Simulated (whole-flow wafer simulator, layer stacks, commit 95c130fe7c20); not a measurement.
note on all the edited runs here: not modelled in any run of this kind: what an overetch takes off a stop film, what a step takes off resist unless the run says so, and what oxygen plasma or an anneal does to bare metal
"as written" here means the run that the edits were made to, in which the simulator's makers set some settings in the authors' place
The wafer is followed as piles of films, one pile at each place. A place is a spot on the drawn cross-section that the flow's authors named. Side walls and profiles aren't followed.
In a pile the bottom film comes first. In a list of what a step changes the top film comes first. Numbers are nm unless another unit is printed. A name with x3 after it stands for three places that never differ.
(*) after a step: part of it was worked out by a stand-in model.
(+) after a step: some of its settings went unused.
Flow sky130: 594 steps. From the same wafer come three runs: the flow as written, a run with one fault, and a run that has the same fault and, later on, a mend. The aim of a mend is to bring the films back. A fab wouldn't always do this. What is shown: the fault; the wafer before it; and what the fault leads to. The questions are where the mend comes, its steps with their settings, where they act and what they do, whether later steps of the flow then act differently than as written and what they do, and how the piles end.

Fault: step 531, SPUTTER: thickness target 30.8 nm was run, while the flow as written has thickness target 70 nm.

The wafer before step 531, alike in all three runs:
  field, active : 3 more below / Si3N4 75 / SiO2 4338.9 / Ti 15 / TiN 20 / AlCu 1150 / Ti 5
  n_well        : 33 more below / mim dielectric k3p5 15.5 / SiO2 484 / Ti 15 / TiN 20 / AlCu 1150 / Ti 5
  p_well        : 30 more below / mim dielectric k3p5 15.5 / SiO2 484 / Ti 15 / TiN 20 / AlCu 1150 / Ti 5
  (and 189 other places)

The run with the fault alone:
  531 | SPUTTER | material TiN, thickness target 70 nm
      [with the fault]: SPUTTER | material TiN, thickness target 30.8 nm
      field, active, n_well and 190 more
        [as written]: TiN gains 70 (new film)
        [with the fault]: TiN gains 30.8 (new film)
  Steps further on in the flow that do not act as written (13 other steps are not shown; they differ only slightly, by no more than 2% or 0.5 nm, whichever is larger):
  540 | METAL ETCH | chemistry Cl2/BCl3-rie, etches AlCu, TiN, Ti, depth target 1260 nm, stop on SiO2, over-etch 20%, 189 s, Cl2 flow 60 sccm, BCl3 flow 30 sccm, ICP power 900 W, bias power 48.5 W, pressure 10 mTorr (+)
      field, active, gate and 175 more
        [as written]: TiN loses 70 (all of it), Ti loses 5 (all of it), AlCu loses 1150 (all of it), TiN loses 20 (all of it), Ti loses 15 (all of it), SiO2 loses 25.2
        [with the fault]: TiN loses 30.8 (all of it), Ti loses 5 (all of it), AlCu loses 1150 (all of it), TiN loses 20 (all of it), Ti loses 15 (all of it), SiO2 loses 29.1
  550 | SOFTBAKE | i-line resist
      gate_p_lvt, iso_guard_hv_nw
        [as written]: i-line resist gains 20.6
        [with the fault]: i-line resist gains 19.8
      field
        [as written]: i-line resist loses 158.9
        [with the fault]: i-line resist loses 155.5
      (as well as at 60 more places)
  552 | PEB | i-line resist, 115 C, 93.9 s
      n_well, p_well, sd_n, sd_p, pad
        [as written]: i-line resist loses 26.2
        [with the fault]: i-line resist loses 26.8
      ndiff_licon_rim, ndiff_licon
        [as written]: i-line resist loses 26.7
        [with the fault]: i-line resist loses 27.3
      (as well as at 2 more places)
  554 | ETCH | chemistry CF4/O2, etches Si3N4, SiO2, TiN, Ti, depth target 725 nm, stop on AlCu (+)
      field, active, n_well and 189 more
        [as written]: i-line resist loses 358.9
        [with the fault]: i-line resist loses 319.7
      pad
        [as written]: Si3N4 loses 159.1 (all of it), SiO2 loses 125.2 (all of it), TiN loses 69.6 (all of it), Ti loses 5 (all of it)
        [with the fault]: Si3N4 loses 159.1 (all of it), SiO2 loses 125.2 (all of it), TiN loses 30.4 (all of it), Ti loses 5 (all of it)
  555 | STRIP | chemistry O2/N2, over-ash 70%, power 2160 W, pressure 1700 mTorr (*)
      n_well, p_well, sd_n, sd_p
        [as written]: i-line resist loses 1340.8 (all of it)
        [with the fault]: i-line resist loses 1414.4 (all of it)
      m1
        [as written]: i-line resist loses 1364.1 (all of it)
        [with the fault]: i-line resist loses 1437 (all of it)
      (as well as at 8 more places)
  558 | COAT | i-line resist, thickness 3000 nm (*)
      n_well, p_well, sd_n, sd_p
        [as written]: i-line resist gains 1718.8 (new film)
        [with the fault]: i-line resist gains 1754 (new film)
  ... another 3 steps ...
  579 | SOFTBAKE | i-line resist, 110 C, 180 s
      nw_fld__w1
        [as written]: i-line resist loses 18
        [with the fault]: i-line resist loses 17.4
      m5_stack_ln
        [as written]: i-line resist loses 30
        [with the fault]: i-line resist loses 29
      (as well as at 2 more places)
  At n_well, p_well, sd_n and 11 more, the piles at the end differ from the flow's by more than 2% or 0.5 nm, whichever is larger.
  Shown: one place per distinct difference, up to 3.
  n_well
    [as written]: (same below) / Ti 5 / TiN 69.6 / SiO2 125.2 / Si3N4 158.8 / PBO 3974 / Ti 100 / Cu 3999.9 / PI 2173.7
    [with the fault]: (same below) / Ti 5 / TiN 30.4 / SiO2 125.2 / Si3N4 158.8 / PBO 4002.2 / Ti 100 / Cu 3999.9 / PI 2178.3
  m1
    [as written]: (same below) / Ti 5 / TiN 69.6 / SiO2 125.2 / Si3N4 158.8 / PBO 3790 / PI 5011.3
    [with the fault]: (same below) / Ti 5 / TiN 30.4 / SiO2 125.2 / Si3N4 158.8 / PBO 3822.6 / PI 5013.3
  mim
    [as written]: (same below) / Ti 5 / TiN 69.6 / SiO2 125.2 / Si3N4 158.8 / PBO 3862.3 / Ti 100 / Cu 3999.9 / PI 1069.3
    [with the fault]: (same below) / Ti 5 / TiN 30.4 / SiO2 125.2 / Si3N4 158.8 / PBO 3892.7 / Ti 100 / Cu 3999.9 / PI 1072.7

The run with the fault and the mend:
  After step 538 comes the mend.
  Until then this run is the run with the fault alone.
  538a | STRIP | chemistry O2/N2, power 2160 W, pressure 1700 mTorr (*)
      n_well, p_well, sd_n and 9 more
        resist loses 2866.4 (all of it)
      m1, via4_hole
        resist loses 2868.5 (all of it)
      via4_enc
        resist loses 2866.3 (all of it)
  538b | SPUTTER | material TiN, thickness target 39.2 nm (the flow's step 531, run once more with other settings)
      field, active, n_well and 190 more
        TiN gains 39.2
  538c | HMDS | 120 C, 60 s (the flow's step 533, run once more)
      leaves every film unchanged at each place that is followed
  538d | COAT | resist, thickness 2930 nm (the flow's step 534, run once more)
      n_well, p_well, gate_hv and 172 more
        resist gains 2930 (new film)
      field, active, gate and 13 more
        resist gains 2929.9 (new film)
      m1, via4_hole
        resist gains 2932.1 (new film)
  538e | SOFTBAKE | resist (the flow's step 535, run once more)
      field, active, gate, spacer, m1, sonos_cell, sonos_guard, sonos_guard_hv
        resist gains 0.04
      nwell_res
        resist gains 0.03
      pplus_nw
        resist gains 0.02
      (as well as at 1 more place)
  538f | EXPOSE | photomask MM5, dose 309.9 mJ/cm2, NA 0.6, wavelength 365 nm (*) (the flow's step 536, run once more)
      leaves every film unchanged at each place that is followed
  538g | PEB | resist, 70.3 s (the flow's step 537, run once more)
      field, active, n_well and 188 more
        resist loses 63.6
      m1, via4_hole
        resist loses 63.7
  538h | DEVELOP | resist, thickness 2930 nm, developer TMAH-0.26N, 60 s (the flow's step 538, run once more)
      field, active, gate and 168 more
        resist loses 2866.4 (all of it)
      via1_hole, via1_enc, via2_hole, via2_enc, via3_hole, via3_enc, via_li1
        resist loses 2866.3 (all of it)
  Every later step of the flow that is run acts as written at every place that is followed.
  At every place that both follow, the piles at the end match the flow's.
